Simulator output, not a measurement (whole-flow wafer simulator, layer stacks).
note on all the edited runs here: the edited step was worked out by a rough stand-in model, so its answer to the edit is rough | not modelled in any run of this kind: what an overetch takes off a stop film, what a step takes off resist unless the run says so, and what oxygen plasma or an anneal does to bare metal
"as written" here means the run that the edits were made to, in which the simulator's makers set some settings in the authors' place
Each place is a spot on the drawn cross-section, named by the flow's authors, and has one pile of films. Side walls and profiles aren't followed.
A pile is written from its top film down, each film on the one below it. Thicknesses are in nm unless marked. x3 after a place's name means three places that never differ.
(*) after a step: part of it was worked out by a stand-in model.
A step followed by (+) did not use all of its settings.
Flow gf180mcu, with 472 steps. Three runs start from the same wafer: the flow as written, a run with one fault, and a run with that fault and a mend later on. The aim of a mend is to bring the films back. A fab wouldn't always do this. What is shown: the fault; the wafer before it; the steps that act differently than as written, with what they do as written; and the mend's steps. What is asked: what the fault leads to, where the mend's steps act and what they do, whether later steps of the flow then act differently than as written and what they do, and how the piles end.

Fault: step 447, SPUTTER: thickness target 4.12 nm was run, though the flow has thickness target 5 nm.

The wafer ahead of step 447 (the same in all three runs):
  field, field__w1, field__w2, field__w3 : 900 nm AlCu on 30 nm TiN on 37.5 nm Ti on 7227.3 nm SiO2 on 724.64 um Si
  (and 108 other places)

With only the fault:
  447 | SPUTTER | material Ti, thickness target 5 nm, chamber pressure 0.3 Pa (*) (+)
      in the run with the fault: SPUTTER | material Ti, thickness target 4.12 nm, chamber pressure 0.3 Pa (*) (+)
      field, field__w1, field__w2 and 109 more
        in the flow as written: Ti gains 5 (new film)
        in the run with the fault: Ti gains 4.12 (new film)
  Steps further on in the flow that do not act as written (not shown: 4 more steps that differ only slightly, by at most 2% or 0.5 nm, whichever is larger):
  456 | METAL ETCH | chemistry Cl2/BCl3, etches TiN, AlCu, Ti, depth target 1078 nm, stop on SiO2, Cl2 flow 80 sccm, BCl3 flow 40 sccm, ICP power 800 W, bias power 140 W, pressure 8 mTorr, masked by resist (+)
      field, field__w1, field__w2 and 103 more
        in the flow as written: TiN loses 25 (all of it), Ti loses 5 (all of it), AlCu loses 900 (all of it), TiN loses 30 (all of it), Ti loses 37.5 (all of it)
        in the run with the fault: TiN loses 25 (all of it), Ti loses 4.12 (all of it), AlCu loses 900 (all of it), TiN loses 30 (all of it), Ti loses 37.5 (all of it)
  The piles end different from the flow's at field__w8, contact, m1, m1__w1, pad, m1_nw by more than 2% or 0.5 nm, whichever is larger.
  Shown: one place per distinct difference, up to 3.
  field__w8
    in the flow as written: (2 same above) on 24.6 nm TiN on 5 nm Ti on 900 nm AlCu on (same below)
    in the run with the fault: (2 same above) on 24.6 nm TiN on 4.12 nm Ti on 900 nm AlCu on (same below)
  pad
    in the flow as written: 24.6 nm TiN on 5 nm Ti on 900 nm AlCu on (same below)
    in the run with the fault: 24.6 nm TiN on 4.12 nm Ti on 900 nm AlCu on (same below)

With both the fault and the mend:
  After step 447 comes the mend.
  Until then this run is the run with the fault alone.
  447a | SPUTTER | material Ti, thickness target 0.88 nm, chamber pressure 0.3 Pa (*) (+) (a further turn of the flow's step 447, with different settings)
      field, field__w1, field__w2 and 109 more
        Ti gains 0.88
  Later steps of the flow that are run all act as written at every place that is followed.
  By the end, the piles equal the flow's at every place that both follow.
